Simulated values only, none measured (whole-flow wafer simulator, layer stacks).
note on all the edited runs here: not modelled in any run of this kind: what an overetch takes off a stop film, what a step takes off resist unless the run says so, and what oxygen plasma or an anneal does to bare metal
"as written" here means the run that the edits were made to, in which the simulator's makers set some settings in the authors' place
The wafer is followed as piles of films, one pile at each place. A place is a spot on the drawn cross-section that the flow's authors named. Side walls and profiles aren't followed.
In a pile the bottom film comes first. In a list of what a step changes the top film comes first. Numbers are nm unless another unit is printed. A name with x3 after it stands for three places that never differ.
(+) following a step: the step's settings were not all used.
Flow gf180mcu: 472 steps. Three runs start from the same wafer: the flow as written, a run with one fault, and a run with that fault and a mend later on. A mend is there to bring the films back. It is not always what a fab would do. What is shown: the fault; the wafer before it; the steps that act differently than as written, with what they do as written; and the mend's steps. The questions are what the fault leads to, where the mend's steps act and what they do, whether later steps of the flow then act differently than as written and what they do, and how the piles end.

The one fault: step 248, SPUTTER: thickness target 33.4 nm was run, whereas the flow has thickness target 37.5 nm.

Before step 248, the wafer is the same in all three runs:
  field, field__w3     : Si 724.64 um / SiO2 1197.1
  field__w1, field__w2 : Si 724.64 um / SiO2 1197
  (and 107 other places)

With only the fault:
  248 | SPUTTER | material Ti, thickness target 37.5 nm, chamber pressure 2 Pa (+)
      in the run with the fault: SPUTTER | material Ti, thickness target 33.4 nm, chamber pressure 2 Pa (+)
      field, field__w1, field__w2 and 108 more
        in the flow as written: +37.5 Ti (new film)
        in the run with the fault: +33.4 Ti (new film)
  Later steps of the flow acting differently than as written (1 more step, not shown, differs only slightly: by at most 2% or 0.5 nm, whichever is larger):
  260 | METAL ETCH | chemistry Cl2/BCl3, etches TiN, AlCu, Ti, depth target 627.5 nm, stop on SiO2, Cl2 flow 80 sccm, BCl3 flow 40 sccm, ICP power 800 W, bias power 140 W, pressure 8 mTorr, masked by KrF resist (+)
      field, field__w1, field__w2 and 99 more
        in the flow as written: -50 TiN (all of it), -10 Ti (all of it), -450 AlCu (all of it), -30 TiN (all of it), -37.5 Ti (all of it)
        in the run with the fault: -50 TiN (all of it), -10 Ti (all of it), -450 AlCu (all of it), -30 TiN (all of it), -33.4 Ti (all of it)
  The piles end different from the flow's at field__w8, contact, m1 and 6 more by more than 2% or 0.5 nm, whichever is larger.
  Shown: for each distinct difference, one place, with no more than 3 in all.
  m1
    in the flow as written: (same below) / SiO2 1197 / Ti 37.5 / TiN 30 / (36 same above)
    in the run with the fault: (same below) / SiO2 1197 / Ti 33.4 / TiN 30 / (36 same above)
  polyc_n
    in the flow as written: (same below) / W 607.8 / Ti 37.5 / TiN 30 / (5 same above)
    in the run with the fault: (same below) / W 607.8 / Ti 33.4 / TiN 30 / (5 same above)
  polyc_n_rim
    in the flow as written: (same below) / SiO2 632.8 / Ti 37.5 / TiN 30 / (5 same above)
    in the run with the fault: (same below) / SiO2 632.8 / Ti 33.4 / TiN 30 / (5 same above)

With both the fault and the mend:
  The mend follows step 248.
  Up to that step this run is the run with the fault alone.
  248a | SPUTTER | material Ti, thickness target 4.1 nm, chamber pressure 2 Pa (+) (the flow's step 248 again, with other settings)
      field, field__w1, field__w2 and 108 more
        +4.1 Ti
  Later steps of the flow that are run all act as written at every place that is followed.
  At every place that both follow, the piles at the end match the flow's.
